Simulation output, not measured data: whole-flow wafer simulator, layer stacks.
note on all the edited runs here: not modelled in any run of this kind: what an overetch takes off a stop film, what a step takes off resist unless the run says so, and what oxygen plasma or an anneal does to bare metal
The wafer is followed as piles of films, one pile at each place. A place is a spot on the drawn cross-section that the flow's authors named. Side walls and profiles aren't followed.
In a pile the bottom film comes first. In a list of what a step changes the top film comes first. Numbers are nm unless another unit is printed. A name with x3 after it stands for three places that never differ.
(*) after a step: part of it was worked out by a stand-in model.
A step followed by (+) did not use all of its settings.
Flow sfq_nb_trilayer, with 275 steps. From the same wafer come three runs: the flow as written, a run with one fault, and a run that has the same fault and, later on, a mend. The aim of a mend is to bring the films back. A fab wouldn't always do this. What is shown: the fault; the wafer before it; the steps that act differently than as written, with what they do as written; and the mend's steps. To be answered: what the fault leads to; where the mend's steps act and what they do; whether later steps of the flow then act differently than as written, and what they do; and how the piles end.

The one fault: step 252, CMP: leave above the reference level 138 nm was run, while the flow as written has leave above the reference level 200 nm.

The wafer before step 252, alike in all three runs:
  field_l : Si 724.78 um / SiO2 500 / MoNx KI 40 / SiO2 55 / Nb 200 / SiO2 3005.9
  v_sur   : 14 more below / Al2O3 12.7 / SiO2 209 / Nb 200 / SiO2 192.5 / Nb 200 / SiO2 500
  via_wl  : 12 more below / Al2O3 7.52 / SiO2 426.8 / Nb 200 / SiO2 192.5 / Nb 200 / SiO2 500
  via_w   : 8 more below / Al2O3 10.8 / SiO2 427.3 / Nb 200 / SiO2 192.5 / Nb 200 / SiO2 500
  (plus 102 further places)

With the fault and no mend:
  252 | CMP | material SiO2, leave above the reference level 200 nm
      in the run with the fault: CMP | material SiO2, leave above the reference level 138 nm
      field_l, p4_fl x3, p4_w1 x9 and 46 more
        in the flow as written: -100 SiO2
        in the run with the fault: -162 SiO2
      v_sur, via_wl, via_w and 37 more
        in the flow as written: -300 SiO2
        in the run with the fault: -362 SiO2
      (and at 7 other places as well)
  Steps later in the flow that act otherwise than as written (4 other steps are not shown; they differ only slightly, by no more than 2% or 0.5 nm, whichever is larger):
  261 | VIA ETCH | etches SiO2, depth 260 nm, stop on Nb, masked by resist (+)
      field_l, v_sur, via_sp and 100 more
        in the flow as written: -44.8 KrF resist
        in the run with the fault: -35.6 KrF resist
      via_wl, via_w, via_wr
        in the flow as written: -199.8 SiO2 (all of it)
        in the run with the fault: -137.8 SiO2 (all of it)
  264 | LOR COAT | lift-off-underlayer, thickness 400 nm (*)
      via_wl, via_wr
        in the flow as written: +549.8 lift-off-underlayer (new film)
        in the run with the fault: +503.3 lift-off-underlayer (new film)
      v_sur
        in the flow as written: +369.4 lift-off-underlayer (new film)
        in the run with the fault: +378.9 lift-off-underlayer (new film)
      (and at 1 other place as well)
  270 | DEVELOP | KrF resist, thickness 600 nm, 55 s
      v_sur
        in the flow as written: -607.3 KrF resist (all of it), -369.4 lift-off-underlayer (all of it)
        in the run with the fault: -604.7 KrF resist (all of it), -378.9 lift-off-underlayer (all of it)
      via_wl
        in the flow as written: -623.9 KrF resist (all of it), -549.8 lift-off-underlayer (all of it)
        in the run with the fault: -616.1 KrF resist (all of it), -503.3 lift-off-underlayer (all of it)
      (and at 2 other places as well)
  At field_l, v_sur, via_sp and 100 more, the piles at the end differ from the flow's by more than 2% or 0.5 nm, whichever is larger.
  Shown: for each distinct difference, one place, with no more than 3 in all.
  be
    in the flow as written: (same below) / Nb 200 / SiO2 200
    in the run with the fault: (same below) / Nb 200 / SiO2 138
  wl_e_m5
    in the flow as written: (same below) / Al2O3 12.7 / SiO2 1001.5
    in the run with the fault: (same below) / Al2O3 12.7 / SiO2 939.5
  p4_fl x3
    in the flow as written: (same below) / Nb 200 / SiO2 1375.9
    in the run with the fault: (same below) / Nb 200 / SiO2 1313.9

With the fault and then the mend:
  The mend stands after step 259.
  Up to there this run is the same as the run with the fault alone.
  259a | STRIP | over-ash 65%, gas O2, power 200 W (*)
      field_l, v_sur, via_sp and 100 more
        -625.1 KrF resist (all of it), -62 anti-reflective coat (all of it)
      via_wl, via_w, via_wr
        -62 anti-reflective coat (all of it)
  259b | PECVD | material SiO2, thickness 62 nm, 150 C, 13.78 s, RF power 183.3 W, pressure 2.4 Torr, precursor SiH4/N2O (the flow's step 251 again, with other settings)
      field_l, v_sur, via_wl and 103 more
        +62 SiO2
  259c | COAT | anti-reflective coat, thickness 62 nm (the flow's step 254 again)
      field_l, v_sur, via_wl and 103 more
        +62 anti-reflective coat (new film)
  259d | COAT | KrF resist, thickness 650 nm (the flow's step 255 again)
      field_l, v_sur, via_wl and 103 more
        +650 KrF resist (new film)
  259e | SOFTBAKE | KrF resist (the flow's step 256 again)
      does not change any film at any place that is followed
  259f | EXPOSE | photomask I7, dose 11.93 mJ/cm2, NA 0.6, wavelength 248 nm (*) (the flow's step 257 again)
      does not change any film at any place that is followed
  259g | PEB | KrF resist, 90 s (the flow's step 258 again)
      field_l, v_sur, via_wl and 103 more
        -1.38 KrF resist
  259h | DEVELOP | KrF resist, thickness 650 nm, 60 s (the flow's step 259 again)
      field_l, v_sur, via_sp and 100 more
        -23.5 KrF resist
      via_wl, via_w, via_wr
        -648.6 KrF resist (all of it)
  Every later step of the flow that is run acts as written at every place that is followed.
  By the end, the piles equal the flow's at every place that both follow.
